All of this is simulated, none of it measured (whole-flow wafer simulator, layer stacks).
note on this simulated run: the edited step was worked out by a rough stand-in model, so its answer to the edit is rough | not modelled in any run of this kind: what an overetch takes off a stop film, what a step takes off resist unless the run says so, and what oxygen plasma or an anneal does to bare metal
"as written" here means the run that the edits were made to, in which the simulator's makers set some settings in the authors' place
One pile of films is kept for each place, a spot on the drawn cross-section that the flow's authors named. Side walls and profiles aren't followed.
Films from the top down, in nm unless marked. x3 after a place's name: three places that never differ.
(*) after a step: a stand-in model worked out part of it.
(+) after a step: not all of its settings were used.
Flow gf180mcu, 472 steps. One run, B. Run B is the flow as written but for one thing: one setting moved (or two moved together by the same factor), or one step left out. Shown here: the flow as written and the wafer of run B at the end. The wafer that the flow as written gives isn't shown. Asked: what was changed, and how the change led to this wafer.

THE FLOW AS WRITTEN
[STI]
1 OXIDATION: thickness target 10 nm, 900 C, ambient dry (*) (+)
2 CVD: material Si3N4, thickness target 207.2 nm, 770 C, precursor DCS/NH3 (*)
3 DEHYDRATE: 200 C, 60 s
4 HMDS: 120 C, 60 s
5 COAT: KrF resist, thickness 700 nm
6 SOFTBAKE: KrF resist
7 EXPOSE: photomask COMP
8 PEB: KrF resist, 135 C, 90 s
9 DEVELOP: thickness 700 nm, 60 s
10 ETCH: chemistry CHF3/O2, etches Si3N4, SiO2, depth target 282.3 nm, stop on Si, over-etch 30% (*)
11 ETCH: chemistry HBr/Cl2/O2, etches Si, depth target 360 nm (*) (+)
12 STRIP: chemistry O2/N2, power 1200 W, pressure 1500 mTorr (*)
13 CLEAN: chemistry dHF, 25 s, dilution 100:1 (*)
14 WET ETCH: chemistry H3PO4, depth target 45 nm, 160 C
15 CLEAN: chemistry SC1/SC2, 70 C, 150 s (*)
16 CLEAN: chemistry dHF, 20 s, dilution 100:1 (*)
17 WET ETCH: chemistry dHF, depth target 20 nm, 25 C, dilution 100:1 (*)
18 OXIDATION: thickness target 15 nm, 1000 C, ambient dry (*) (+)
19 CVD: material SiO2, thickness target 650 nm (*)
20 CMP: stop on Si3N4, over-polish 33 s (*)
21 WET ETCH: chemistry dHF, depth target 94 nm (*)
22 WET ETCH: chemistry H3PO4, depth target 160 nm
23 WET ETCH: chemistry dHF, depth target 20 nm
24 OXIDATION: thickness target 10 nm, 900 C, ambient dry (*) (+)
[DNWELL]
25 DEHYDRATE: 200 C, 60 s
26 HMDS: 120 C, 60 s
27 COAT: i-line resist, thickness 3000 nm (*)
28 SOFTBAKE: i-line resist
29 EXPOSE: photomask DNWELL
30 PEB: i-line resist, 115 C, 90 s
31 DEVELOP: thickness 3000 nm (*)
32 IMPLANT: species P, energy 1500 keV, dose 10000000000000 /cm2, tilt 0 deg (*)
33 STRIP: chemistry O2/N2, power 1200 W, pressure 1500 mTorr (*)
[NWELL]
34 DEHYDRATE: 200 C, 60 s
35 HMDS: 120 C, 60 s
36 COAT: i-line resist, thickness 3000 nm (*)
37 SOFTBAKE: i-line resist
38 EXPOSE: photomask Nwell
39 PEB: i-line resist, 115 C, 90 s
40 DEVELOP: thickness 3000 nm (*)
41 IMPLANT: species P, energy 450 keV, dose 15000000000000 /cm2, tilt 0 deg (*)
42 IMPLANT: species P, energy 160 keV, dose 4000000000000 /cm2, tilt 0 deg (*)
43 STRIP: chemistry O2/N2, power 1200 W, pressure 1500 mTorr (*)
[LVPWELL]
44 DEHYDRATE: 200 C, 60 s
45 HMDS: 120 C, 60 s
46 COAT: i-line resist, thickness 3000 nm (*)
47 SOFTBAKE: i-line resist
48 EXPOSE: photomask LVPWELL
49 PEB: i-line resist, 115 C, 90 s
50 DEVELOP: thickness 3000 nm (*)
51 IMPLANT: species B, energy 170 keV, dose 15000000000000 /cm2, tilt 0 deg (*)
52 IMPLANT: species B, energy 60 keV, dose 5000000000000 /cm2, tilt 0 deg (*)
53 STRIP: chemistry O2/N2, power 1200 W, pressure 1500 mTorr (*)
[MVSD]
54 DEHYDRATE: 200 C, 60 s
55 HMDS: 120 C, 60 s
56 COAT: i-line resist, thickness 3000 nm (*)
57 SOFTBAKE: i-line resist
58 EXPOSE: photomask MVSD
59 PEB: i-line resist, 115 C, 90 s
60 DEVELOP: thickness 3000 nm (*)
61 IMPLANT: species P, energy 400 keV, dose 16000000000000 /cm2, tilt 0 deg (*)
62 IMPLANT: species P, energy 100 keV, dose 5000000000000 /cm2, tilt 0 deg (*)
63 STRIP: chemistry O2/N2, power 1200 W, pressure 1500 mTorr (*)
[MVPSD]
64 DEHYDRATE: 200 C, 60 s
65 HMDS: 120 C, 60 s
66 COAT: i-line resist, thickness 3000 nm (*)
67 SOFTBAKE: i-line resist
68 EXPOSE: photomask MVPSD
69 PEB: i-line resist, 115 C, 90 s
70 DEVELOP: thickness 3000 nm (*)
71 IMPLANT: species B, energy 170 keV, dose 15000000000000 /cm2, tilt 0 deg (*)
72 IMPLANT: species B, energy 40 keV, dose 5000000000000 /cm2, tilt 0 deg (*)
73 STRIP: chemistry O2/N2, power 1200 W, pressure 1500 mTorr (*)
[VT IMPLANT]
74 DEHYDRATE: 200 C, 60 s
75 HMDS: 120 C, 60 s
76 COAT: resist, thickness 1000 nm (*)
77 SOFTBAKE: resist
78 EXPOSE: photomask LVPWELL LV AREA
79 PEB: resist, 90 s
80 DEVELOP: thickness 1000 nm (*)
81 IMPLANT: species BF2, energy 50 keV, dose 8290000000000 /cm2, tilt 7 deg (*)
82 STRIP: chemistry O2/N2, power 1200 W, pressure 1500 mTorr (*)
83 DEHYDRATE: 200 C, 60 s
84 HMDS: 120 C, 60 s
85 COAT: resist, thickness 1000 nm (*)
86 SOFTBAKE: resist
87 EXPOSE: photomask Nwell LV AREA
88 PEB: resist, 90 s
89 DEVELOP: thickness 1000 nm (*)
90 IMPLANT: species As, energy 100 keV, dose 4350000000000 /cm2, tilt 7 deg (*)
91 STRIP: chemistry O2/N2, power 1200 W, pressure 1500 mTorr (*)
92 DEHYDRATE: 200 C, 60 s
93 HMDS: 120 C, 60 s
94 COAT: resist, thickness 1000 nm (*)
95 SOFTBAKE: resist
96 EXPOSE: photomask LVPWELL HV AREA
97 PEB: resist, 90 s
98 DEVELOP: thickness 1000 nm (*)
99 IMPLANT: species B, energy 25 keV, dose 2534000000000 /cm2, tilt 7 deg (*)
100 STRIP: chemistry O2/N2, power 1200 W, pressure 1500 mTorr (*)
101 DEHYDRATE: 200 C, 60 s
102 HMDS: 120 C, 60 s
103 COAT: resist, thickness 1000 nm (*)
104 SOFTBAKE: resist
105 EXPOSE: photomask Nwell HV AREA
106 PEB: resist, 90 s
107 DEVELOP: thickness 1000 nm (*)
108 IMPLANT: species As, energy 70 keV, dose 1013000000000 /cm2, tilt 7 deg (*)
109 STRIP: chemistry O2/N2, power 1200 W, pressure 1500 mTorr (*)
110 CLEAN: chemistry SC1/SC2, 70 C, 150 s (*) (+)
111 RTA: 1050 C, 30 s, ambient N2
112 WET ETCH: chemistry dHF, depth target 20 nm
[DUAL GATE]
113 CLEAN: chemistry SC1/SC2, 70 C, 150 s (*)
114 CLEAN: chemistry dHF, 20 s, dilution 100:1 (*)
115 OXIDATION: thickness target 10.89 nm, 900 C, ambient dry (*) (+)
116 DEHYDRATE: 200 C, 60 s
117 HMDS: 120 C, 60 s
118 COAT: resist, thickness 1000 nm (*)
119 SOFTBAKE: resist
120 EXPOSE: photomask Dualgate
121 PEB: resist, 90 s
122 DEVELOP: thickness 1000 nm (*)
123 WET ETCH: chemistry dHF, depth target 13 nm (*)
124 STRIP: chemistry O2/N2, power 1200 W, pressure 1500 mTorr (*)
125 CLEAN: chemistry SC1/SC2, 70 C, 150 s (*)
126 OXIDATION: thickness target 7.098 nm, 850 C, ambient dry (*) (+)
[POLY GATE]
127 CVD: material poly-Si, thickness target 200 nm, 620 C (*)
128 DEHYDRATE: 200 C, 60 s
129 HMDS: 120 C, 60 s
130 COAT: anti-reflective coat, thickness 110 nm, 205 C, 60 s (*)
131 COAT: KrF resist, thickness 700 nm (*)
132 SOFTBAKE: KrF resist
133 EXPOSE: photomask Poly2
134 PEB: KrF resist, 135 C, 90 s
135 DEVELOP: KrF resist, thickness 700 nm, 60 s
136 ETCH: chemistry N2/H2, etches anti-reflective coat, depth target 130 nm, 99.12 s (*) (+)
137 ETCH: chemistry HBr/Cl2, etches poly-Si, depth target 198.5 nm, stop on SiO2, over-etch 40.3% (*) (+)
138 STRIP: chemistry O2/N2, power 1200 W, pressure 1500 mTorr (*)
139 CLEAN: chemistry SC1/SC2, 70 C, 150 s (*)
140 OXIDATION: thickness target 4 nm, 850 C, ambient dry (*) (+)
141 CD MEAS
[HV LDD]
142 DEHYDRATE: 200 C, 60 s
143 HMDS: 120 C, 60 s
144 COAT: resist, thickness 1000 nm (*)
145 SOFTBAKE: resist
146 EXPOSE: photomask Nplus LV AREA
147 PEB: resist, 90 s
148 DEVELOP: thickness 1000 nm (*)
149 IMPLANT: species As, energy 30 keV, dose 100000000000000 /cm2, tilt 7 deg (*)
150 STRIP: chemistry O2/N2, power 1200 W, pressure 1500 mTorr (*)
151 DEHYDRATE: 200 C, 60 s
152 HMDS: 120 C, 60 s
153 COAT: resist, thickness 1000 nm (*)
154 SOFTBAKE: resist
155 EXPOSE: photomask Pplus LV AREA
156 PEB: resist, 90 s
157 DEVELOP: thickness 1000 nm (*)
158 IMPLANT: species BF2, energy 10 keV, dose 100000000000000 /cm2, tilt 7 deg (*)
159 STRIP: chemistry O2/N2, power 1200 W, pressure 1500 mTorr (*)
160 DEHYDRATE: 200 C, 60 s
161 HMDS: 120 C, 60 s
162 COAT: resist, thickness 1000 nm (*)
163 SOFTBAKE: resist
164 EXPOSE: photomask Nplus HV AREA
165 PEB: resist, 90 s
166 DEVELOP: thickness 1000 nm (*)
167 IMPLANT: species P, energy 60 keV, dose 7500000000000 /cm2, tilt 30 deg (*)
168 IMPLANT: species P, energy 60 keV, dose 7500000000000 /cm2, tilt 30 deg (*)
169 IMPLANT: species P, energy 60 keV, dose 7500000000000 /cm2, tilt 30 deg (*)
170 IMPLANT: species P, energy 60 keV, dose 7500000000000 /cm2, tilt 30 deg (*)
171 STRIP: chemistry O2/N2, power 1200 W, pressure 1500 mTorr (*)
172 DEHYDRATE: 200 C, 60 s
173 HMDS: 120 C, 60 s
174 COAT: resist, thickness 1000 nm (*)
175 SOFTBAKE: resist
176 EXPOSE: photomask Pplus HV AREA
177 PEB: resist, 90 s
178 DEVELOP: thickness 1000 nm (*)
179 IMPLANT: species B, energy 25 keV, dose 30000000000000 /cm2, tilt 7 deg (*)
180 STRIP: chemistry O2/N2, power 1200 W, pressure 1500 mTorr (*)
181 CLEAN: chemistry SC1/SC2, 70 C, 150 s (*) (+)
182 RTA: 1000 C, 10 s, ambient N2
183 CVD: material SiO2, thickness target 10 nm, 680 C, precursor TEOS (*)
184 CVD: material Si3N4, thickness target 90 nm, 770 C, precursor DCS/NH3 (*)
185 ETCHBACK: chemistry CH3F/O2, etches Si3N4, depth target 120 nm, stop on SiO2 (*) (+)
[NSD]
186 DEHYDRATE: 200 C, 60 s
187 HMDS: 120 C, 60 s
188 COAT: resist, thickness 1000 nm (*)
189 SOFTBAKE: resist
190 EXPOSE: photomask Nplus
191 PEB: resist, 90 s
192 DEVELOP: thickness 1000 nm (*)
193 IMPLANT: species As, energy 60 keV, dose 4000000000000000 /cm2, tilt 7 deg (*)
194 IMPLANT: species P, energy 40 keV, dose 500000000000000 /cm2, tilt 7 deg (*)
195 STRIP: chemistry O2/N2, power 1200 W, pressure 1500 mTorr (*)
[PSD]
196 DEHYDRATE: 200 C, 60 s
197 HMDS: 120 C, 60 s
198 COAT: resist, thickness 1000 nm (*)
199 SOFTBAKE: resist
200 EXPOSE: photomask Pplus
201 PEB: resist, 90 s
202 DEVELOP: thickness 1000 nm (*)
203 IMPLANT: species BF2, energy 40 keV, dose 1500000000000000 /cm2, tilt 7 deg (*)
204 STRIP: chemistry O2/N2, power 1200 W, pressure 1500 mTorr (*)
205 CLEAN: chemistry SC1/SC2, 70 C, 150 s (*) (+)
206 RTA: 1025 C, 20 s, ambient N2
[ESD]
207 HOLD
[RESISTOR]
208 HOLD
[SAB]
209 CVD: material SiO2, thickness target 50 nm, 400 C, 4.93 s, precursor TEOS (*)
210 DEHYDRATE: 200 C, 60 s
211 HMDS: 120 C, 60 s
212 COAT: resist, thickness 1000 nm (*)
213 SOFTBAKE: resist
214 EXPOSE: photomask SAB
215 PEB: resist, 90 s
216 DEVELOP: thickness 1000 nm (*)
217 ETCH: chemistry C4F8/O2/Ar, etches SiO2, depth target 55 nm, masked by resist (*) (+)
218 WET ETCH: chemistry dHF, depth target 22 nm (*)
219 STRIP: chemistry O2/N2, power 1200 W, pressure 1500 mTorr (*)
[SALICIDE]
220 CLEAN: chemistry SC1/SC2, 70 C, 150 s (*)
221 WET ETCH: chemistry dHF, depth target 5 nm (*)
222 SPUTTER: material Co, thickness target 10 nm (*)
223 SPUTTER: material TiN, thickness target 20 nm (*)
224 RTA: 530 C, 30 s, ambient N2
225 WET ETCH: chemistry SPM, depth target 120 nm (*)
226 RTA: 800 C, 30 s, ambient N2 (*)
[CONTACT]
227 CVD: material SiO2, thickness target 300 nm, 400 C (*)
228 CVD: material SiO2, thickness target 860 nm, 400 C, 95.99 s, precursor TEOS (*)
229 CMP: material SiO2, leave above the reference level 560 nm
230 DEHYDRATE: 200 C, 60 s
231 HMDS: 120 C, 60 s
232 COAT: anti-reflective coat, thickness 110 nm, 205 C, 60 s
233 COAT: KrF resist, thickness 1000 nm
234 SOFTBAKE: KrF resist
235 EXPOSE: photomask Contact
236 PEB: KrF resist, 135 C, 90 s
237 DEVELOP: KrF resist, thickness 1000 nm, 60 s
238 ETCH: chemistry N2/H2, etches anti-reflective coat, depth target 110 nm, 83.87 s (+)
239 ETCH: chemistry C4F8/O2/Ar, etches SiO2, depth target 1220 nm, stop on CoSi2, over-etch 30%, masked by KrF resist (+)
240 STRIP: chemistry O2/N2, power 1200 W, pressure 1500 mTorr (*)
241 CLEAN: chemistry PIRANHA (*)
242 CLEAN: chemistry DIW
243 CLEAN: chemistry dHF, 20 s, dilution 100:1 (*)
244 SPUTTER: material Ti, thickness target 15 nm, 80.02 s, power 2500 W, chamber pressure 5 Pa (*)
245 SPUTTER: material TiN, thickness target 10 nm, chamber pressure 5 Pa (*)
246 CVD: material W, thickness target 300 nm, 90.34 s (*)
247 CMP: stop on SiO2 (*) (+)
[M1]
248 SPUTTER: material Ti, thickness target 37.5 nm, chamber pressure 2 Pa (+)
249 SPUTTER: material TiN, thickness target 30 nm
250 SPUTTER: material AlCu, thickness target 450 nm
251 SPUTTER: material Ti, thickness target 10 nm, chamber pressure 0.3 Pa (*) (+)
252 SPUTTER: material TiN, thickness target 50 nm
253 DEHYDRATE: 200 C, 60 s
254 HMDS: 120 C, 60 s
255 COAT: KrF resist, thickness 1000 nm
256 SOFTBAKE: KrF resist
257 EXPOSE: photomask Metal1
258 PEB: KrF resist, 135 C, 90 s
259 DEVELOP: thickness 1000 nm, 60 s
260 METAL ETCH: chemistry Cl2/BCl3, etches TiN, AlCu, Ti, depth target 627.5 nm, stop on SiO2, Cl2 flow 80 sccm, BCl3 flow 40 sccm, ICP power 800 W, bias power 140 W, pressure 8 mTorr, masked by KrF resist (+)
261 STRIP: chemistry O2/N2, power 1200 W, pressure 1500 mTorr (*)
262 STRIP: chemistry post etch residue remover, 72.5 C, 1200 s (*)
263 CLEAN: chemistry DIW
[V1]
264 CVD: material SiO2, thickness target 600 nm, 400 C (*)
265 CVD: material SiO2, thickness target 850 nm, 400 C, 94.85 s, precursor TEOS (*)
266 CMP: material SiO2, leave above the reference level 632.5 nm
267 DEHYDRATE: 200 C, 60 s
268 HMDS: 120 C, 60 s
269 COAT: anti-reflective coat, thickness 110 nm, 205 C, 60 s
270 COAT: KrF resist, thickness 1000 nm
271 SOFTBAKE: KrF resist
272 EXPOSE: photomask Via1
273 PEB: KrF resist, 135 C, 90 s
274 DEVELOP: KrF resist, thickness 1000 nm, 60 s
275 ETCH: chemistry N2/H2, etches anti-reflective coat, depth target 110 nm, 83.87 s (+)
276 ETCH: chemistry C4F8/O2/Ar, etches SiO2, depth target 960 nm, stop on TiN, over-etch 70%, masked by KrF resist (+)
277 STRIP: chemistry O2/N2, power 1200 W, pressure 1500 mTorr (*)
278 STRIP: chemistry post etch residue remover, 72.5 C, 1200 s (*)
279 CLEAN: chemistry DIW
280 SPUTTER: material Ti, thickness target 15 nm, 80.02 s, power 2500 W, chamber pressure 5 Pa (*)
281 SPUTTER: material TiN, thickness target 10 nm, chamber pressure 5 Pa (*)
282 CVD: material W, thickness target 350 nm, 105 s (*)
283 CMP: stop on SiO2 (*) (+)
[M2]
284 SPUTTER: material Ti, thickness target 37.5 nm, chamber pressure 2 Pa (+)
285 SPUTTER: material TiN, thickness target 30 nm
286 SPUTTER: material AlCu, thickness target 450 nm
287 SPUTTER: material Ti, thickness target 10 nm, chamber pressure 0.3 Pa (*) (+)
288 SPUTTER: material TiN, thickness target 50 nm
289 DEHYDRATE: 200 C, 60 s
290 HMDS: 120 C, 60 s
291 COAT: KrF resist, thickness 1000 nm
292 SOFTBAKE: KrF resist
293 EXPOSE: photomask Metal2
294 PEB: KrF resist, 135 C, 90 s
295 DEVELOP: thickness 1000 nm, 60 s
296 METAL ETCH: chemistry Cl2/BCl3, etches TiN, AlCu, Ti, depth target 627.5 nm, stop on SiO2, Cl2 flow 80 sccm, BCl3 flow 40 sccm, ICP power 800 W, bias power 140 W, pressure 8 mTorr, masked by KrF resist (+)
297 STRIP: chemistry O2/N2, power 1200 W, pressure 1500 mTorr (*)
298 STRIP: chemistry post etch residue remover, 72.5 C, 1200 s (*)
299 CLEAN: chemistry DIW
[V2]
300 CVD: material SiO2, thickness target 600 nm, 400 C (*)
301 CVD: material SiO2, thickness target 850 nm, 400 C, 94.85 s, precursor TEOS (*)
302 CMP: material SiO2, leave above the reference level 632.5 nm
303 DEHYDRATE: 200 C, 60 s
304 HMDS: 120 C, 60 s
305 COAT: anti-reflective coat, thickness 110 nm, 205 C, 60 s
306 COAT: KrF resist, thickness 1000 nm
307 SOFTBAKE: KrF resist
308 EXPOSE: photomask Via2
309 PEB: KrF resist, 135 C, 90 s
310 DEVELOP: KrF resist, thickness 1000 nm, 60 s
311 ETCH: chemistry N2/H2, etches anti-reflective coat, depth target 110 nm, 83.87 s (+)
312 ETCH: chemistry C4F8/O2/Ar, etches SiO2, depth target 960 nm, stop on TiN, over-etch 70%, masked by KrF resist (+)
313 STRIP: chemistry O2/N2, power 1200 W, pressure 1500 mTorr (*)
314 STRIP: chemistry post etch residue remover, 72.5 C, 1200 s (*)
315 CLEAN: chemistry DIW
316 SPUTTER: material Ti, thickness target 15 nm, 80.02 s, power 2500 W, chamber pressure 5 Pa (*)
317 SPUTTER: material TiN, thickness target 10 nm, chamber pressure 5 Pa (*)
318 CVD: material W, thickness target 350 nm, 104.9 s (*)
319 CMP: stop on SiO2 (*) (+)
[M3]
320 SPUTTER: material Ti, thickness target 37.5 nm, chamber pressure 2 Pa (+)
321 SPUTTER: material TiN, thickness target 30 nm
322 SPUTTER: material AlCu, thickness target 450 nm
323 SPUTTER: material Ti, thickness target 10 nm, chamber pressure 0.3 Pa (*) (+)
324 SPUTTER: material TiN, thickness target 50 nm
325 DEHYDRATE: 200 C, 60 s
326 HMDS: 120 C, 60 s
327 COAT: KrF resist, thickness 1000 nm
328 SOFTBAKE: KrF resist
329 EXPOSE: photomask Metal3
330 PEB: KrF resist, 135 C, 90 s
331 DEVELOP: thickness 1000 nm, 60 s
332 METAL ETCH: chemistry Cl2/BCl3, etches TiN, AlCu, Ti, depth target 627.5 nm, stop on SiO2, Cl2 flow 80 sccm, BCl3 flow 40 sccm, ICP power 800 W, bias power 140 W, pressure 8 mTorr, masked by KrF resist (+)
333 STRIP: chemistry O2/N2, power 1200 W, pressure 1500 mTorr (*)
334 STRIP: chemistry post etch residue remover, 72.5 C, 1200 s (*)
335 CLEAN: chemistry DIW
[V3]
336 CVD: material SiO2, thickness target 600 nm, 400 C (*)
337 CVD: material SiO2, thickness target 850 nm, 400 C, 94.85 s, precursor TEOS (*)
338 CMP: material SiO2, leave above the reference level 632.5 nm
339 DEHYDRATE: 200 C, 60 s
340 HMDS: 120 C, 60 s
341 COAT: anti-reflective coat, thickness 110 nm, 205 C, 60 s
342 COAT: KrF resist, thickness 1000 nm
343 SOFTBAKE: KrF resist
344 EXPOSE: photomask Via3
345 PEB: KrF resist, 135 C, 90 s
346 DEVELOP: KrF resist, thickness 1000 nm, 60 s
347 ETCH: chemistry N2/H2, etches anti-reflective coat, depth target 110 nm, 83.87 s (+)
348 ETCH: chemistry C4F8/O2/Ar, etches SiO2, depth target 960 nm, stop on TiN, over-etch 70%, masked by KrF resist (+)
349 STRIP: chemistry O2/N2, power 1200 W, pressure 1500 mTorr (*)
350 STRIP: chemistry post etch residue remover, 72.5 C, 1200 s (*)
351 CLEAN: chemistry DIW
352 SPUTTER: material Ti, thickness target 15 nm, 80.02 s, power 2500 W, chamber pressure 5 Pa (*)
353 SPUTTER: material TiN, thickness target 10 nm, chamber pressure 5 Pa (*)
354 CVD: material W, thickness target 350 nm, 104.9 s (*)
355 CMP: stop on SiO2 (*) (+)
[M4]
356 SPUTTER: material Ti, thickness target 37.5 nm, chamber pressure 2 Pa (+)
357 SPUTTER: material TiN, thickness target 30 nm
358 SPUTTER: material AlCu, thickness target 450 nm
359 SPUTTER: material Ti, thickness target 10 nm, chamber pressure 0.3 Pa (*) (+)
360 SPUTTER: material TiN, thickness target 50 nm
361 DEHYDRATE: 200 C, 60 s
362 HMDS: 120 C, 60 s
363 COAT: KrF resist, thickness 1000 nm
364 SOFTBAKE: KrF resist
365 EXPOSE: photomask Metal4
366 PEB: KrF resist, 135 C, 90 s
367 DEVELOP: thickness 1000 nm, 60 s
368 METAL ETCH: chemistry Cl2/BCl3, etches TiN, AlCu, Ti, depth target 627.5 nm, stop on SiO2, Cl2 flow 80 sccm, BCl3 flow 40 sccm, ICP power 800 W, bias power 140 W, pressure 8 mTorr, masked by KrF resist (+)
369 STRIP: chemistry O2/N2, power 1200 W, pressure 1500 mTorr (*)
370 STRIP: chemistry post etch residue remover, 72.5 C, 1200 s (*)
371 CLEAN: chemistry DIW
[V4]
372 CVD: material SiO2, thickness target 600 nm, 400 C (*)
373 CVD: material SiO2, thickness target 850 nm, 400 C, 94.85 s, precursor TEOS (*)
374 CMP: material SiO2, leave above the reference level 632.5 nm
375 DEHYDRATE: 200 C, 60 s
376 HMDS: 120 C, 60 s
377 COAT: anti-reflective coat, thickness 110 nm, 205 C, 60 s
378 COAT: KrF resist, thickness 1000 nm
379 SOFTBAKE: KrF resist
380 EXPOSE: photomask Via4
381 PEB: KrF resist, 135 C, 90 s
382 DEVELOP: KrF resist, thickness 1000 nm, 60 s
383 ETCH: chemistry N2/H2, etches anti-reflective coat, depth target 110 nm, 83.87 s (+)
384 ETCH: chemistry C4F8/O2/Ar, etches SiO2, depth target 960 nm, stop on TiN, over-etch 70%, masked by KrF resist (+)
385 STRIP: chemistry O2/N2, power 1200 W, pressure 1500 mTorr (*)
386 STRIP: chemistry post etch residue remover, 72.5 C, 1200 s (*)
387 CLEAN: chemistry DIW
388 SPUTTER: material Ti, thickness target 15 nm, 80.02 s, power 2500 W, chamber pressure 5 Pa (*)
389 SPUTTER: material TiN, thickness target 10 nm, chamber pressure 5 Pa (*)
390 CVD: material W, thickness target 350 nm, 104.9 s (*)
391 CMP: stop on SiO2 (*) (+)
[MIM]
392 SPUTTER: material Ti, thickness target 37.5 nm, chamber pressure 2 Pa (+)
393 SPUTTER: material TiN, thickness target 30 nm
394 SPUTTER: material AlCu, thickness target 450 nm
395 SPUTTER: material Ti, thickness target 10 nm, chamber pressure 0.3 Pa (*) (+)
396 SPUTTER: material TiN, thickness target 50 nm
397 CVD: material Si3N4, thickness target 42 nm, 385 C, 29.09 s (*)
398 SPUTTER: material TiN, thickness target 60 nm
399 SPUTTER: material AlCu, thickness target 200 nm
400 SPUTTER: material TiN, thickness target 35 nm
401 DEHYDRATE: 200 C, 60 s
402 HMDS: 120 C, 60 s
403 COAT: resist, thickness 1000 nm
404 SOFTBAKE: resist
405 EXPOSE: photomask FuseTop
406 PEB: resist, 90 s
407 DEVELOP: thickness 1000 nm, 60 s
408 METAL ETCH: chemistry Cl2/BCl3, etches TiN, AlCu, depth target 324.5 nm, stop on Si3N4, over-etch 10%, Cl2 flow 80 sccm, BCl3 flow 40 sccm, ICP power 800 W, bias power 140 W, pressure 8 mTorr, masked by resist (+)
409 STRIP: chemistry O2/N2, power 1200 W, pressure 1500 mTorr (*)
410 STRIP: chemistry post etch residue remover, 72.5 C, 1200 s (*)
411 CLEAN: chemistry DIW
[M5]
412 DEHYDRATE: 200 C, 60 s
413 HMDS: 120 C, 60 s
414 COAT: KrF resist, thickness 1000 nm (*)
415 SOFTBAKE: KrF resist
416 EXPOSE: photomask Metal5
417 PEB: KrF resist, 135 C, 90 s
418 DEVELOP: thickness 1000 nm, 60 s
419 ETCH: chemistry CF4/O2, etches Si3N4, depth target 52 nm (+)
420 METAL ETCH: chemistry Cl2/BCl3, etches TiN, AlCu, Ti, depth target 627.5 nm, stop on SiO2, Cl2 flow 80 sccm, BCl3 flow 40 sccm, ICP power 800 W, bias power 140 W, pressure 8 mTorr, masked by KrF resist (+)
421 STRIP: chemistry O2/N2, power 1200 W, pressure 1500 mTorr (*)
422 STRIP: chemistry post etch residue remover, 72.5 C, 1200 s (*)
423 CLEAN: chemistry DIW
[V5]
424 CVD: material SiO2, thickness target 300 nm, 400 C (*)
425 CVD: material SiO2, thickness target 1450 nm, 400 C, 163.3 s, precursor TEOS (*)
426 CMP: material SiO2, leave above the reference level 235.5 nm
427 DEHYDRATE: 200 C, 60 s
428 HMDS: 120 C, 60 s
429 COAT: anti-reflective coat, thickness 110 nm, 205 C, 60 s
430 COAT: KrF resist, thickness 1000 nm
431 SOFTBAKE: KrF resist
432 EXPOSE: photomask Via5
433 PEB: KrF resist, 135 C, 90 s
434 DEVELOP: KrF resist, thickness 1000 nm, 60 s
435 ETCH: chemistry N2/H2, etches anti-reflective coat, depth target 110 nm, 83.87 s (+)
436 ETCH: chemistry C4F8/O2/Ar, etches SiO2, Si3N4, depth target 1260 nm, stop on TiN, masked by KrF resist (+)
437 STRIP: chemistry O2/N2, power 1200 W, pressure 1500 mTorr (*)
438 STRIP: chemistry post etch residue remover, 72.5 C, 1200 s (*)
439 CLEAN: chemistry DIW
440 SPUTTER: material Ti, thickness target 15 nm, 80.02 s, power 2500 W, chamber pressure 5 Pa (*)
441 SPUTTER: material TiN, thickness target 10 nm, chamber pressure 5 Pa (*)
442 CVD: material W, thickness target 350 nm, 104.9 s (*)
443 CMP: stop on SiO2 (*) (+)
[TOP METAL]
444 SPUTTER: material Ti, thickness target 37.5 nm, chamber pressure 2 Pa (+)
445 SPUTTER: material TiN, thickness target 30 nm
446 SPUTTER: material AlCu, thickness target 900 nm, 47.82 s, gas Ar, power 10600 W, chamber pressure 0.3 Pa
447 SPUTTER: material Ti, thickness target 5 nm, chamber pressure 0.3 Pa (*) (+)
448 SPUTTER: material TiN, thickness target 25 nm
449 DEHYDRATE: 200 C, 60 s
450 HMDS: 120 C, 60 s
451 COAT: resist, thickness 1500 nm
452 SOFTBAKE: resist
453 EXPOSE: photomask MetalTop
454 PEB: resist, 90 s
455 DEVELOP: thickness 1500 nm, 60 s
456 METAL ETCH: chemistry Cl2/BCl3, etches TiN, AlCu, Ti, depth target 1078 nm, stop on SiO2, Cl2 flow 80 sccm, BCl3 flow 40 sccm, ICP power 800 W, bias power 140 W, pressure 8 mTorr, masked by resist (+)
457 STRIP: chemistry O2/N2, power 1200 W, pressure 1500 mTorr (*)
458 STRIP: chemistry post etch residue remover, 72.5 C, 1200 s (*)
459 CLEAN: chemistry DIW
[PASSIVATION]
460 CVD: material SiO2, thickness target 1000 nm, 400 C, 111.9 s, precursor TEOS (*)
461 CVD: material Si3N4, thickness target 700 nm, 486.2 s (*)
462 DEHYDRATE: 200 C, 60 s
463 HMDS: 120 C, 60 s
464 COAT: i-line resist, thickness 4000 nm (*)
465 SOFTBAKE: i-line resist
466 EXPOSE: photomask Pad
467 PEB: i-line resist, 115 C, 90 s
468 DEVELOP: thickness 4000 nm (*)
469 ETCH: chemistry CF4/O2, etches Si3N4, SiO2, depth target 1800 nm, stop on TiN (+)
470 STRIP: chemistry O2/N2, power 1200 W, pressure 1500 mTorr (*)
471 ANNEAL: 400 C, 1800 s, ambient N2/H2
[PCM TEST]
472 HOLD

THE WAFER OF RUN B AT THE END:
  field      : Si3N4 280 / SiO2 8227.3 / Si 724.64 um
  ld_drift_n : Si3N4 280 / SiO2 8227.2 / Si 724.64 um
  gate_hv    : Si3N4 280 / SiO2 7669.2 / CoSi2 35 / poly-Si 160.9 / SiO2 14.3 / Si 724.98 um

The cause: step 461, CVD: thickness target 280 nm was run, where the flow has thickness target 700 nm.
It can be read off the wafer: field has Si3N4 280, and step 461 as written asks for 700 nm.

How the change led to this, step by step:
  461 CVD: material Si3N4, thickness target 700 nm, 486.2 s (*)
      field, field__w1, field__w2 and 109 more: Si3N4 +280 (new film) (as written it would be: Si3N4 +700 (new film))
  465 SOFTBAKE: i-line resist
      field__w11, field__w13: i-line resist +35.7 (as written it would be: i-line resist +37.9)
      field: i-line resist -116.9 (as written it would be: i-line resist -120.6)
      (and at 56 more places)
  469 ETCH: chemistry CF4/O2, etches Si3N4, SiO2, depth target 1800 nm, stop on TiN (+)
      pad: Si3N4 -280 (all of it), SiO2 -1000 (all of it) (as written it would be: Si3N4 -700 (all of it), SiO2 -1000 (all of it))
